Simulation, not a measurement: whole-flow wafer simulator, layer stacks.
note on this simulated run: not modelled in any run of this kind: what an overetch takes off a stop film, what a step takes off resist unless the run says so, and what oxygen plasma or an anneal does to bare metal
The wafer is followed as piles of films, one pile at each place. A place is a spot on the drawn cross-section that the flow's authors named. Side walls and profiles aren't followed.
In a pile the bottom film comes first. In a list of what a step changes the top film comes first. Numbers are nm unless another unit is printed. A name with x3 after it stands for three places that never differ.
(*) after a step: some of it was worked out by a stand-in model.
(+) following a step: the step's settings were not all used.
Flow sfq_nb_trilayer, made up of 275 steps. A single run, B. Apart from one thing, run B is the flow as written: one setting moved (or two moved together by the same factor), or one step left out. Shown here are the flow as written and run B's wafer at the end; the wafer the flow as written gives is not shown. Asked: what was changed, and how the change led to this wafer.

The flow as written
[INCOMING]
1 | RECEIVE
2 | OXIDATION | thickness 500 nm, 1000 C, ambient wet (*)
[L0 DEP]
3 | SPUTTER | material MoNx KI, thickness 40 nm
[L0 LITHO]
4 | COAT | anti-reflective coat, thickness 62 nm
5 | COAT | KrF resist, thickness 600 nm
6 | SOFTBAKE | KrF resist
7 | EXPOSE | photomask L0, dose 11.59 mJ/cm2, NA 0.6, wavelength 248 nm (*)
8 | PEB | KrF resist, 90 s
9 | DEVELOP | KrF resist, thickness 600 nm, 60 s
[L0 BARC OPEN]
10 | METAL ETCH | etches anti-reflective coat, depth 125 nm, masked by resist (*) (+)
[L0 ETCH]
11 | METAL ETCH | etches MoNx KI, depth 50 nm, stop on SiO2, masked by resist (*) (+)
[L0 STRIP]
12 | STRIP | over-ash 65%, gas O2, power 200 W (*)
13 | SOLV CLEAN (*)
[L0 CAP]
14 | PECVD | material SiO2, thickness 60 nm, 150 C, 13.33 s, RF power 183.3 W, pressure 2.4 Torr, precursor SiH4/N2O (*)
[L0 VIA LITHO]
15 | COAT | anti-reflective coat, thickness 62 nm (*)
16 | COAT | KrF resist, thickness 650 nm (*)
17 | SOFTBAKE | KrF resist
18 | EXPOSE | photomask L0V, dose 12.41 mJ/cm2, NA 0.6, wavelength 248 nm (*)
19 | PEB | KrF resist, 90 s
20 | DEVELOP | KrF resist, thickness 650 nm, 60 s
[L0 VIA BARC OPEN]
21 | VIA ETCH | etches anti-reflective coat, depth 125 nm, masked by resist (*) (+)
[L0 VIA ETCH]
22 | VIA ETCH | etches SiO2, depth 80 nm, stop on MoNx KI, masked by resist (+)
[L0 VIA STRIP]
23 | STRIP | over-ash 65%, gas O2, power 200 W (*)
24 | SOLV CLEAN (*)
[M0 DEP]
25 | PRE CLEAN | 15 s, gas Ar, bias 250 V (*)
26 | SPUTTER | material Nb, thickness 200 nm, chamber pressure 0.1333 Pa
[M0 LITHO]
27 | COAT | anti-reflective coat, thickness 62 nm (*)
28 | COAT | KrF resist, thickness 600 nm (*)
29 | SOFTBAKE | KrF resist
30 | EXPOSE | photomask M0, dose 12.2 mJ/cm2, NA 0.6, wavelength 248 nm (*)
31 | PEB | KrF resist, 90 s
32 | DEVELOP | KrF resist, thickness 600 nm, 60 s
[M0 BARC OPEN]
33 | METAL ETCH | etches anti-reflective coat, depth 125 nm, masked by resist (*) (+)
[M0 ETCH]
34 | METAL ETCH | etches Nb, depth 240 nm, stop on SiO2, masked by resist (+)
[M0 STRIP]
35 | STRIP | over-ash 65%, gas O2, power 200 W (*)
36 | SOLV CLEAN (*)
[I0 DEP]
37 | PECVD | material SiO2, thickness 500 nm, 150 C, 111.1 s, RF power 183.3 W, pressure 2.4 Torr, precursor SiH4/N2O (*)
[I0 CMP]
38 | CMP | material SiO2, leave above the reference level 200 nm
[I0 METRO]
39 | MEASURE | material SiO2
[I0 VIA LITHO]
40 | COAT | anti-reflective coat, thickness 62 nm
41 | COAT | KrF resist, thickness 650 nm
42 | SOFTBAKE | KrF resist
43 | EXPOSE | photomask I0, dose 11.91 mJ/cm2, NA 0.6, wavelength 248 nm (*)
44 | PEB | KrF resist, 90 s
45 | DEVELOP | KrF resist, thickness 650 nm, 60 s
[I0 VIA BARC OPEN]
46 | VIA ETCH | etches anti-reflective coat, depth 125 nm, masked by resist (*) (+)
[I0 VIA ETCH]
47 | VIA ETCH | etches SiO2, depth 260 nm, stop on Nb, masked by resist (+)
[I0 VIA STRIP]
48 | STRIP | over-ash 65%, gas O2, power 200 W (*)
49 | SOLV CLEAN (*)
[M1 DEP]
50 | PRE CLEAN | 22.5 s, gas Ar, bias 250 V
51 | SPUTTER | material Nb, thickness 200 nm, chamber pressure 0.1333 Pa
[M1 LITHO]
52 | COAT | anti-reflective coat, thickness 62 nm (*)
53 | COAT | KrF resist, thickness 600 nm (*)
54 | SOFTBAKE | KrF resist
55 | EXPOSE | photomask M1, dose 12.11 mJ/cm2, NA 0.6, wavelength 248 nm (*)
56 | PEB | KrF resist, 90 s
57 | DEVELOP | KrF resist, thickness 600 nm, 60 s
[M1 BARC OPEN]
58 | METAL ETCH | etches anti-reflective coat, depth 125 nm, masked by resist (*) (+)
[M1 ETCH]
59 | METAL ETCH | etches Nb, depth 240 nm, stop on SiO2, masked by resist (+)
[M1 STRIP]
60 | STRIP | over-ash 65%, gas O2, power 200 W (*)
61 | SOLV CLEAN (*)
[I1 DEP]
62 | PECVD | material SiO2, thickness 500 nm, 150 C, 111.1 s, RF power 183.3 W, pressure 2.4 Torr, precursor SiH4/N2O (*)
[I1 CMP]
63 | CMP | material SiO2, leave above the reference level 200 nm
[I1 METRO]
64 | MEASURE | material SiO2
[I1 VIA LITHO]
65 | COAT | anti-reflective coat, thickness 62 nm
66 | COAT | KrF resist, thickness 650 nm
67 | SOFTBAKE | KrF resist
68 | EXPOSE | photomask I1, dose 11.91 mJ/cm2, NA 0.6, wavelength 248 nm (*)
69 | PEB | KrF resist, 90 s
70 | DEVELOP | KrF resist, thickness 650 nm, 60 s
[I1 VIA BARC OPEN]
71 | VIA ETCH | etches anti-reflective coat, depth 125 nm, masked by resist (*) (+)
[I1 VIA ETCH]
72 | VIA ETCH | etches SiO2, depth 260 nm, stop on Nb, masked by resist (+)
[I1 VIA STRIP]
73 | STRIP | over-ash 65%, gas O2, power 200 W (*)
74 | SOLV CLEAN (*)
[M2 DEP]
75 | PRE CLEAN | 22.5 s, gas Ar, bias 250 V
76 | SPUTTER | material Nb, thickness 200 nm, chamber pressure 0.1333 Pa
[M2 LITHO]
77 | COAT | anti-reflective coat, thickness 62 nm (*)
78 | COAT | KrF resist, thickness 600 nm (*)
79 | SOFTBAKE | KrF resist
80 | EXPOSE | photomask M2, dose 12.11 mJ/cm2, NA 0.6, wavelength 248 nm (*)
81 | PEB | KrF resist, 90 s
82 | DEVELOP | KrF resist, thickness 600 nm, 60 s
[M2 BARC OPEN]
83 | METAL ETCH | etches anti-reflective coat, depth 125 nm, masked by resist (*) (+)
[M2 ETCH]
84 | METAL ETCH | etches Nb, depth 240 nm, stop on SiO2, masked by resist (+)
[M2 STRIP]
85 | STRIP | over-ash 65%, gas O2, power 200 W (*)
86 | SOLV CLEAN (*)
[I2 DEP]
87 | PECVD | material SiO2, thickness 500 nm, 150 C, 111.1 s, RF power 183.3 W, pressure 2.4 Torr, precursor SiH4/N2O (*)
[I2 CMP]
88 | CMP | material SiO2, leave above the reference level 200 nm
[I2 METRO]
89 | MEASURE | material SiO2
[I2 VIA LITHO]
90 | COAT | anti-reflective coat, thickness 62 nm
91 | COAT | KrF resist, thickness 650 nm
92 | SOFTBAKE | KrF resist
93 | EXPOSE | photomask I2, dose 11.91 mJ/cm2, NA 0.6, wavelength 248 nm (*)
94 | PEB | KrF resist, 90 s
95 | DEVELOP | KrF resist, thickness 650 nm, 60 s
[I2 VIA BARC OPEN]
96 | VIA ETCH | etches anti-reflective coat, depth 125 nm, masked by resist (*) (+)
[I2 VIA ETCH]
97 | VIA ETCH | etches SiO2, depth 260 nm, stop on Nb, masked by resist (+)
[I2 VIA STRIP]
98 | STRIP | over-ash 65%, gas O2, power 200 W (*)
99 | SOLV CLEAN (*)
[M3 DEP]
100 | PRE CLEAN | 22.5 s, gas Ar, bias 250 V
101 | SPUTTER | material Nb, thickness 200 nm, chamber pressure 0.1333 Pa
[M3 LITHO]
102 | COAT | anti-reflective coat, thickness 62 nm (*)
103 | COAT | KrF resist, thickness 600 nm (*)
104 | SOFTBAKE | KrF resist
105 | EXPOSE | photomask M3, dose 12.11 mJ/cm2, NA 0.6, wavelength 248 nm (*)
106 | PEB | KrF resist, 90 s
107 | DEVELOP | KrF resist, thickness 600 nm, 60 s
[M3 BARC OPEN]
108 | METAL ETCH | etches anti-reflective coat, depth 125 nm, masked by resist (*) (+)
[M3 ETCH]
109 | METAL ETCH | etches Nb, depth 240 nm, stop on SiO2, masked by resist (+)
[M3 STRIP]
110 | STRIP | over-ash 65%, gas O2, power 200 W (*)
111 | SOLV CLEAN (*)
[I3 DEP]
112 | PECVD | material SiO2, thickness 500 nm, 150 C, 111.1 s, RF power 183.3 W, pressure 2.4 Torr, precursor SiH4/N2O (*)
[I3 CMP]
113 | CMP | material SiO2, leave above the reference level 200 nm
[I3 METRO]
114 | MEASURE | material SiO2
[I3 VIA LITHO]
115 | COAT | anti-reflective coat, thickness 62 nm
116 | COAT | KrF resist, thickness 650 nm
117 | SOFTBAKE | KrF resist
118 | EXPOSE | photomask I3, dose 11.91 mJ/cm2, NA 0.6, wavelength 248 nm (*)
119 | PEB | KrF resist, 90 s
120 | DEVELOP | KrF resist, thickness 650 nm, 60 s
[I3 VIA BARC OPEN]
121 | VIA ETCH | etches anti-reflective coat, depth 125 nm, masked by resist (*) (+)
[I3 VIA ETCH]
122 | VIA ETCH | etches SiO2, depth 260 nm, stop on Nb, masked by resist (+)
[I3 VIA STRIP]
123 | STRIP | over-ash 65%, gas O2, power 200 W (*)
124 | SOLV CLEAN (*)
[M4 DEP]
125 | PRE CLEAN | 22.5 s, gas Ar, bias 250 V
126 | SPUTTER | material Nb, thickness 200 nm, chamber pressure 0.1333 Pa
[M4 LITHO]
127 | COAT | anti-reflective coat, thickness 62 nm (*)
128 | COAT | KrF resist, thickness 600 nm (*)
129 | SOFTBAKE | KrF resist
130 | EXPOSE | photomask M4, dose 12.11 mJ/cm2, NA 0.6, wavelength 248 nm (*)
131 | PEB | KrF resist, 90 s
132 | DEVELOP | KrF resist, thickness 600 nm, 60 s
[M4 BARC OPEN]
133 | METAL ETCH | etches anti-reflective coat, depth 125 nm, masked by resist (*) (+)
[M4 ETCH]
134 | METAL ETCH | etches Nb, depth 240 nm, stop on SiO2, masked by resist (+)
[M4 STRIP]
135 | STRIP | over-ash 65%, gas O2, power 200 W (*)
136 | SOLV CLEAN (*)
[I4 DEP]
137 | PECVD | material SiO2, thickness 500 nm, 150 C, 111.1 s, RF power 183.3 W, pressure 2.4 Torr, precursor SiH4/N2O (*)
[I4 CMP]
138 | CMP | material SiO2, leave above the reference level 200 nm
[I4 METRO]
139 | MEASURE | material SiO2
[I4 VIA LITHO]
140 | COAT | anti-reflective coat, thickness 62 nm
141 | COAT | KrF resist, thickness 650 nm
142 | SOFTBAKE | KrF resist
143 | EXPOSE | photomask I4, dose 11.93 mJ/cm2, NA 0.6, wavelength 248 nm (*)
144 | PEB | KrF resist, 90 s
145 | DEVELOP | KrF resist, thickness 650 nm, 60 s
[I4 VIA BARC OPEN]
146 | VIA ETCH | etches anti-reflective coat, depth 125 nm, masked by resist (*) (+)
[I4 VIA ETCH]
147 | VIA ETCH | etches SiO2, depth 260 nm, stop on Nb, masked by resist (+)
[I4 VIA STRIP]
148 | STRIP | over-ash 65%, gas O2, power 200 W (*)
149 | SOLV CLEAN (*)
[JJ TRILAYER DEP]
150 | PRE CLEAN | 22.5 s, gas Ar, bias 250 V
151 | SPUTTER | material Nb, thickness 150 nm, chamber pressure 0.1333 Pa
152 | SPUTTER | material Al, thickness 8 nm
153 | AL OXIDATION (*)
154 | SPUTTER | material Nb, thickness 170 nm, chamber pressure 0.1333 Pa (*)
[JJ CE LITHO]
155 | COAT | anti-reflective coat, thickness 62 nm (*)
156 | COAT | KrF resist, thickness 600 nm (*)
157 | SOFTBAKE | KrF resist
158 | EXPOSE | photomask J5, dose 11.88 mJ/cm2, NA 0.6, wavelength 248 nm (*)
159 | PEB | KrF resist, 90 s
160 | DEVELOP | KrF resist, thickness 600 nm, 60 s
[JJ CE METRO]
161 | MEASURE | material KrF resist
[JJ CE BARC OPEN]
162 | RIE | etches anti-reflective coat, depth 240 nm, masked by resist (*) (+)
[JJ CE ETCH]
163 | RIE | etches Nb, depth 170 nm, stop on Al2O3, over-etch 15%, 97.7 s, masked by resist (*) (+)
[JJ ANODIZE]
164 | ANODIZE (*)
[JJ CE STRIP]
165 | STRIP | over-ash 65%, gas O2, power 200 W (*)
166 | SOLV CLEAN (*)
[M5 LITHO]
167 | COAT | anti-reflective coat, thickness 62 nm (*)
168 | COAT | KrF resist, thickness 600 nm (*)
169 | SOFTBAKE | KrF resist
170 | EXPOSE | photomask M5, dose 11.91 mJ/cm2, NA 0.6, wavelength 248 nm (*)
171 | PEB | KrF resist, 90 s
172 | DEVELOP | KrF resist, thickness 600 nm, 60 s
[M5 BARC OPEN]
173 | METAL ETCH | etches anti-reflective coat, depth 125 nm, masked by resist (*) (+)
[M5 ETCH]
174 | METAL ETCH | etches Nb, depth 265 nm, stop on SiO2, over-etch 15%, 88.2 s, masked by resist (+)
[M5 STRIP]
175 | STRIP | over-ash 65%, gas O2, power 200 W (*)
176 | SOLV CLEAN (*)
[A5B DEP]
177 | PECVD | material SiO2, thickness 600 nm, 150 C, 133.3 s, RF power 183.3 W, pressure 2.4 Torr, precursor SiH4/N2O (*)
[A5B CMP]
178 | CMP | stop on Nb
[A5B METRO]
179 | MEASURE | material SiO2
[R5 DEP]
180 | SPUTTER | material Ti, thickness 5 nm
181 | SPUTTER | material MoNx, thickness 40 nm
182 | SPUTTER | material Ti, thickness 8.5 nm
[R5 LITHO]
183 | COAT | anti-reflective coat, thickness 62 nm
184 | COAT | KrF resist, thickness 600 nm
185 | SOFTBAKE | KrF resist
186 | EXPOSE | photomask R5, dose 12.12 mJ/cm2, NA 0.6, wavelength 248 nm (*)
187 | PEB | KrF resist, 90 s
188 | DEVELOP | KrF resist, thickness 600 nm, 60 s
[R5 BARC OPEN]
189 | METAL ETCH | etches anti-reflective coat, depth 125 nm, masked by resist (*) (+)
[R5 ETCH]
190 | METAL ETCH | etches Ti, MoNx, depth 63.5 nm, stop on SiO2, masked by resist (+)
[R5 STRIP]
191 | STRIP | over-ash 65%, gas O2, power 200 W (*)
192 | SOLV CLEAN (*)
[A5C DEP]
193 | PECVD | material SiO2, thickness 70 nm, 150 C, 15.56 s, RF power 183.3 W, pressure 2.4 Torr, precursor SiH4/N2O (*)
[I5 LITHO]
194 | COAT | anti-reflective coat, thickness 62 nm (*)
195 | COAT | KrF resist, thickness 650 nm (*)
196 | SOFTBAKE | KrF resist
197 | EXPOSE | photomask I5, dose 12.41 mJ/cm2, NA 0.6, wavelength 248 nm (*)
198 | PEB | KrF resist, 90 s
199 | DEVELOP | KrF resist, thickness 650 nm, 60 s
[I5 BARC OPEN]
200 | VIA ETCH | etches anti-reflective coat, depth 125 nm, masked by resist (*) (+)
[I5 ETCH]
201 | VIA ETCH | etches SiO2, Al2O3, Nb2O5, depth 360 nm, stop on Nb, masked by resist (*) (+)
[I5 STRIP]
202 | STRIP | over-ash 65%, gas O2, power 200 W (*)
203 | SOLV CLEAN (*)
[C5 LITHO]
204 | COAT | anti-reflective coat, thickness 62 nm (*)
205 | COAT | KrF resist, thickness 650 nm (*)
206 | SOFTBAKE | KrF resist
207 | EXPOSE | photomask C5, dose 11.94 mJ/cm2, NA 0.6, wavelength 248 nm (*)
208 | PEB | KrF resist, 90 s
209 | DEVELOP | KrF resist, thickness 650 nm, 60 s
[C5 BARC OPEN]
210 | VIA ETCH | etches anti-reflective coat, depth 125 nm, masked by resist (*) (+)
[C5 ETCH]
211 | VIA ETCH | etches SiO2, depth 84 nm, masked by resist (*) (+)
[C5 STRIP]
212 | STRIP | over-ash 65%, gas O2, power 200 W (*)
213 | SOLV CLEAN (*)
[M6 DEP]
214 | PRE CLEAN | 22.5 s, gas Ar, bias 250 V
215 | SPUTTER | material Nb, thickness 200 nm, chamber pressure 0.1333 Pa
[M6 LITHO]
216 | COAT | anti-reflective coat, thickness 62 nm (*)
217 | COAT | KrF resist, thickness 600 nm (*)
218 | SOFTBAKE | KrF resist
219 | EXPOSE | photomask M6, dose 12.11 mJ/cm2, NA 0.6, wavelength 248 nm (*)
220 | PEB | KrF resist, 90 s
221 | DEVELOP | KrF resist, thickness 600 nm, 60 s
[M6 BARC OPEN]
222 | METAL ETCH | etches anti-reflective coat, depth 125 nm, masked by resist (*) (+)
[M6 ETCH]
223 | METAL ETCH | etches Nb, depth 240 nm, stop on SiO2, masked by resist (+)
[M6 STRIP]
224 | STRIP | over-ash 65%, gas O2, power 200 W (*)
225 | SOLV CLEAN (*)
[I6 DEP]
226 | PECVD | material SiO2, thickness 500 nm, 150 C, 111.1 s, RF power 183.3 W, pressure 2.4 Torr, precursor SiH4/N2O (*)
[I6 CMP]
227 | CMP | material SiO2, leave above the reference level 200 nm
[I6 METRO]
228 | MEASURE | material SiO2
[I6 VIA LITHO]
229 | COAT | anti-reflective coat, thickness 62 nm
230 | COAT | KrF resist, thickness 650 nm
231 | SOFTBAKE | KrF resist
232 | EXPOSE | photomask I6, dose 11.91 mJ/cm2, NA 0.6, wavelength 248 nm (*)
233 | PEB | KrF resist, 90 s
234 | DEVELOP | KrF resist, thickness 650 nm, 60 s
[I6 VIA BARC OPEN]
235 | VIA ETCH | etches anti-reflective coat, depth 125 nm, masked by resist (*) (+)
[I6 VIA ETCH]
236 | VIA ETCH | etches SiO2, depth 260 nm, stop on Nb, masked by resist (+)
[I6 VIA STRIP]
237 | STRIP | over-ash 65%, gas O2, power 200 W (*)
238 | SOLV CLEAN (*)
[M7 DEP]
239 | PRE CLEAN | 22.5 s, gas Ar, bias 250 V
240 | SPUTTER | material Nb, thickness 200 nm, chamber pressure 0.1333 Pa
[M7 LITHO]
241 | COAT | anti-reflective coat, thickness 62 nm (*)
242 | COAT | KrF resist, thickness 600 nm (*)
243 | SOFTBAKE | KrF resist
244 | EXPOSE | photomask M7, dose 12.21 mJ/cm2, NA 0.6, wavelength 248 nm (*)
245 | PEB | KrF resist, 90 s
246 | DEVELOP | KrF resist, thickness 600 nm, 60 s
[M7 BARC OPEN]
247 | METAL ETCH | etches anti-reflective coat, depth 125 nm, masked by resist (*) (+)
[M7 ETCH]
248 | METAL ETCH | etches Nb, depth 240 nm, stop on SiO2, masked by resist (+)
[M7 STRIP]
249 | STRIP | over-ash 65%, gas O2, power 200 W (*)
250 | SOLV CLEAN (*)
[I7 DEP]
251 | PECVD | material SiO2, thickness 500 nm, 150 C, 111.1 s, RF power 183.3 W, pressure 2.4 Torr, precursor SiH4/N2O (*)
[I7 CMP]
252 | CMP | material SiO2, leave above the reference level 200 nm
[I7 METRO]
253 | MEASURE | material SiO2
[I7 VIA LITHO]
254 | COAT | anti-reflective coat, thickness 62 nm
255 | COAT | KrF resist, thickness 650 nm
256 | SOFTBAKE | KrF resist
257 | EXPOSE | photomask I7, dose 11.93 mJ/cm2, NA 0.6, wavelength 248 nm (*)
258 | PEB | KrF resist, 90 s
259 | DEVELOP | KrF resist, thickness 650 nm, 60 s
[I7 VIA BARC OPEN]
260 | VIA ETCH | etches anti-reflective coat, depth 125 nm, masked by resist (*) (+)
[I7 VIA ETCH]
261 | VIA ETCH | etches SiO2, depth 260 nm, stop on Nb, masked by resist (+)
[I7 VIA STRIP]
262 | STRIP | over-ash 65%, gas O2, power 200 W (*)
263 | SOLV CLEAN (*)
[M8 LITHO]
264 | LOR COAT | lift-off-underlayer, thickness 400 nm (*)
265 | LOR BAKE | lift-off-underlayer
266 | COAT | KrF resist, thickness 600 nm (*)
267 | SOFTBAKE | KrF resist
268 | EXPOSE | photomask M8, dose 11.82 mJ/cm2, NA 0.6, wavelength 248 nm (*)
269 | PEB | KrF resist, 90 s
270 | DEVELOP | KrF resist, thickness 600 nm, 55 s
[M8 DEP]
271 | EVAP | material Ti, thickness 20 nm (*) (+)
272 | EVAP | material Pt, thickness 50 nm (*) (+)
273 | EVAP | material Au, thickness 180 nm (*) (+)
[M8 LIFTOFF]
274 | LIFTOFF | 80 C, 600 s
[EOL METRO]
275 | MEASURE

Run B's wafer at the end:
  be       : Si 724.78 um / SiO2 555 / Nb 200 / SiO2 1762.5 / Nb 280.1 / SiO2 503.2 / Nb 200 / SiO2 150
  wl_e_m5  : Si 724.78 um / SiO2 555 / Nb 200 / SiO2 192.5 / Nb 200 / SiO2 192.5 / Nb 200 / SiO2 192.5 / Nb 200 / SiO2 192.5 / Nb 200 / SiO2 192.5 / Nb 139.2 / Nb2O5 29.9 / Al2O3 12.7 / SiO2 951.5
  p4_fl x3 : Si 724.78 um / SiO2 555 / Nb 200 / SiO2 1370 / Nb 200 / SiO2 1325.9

The reason: step 252, CMP: leave above the reference level 150 nm was run, while the flow as written has leave above the reference level 200 nm.
The wafer lets one read it off: be has SiO2 150, and step 252 as written asks for 200 nm.

Step by step, how the change led to this:
  252 | CMP | material SiO2, leave above the reference level 200 nm
      field_l, p4_fl x3, p4_w1 x9 and 46 more: SiO2 loses 150 (it would be, as written: SiO2 loses 100)
      v_sur, via_wl, via_w and 37 more: SiO2 loses 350 (it would be, as written: SiO2 loses 300)
      (as well as at 7 more places)
  261 | VIA ETCH | etches SiO2, depth 260 nm, stop on Nb, masked by resist (+)
      field_l, v_sur, via_sp and 100 more: KrF resist loses 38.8 (it would be, as written: KrF resist loses 44.8)
      via_wl, via_w, via_wr: SiO2 loses 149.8 (all of it) (it would be, as written: SiO2 loses 199.8 (all of it))
  264 | LOR COAT | lift-off-underlayer, thickness 400 nm (*)
      via_wl, via_wr: lift-off-underlayer gains 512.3 (new film) (it would be, as written: lift-off-underlayer gains 549.8 (new film))
      v_sur: lift-off-underlayer gains 377.1 (new film) (it would be, as written: lift-off-underlayer gains 369.4 (new film))
      (as well as at 1 more place)
  270 | DEVELOP | KrF resist, thickness 600 nm, 55 s
      v_sur: KrF resist loses 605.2 (all of it), lift-off-underlayer loses 377.1 (all of it) (it would be, as written: KrF resist loses 607.3 (all of it), lift-off-underlayer loses 369.4 (all of it))
      via_wl: KrF resist loses 617.6 (all of it), lift-off-underlayer loses 512.3 (all of it) (it would be, as written: KrF resist loses 623.9 (all of it), lift-off-underlayer loses 549.8 (all of it))
      (as well as at 2 more places)
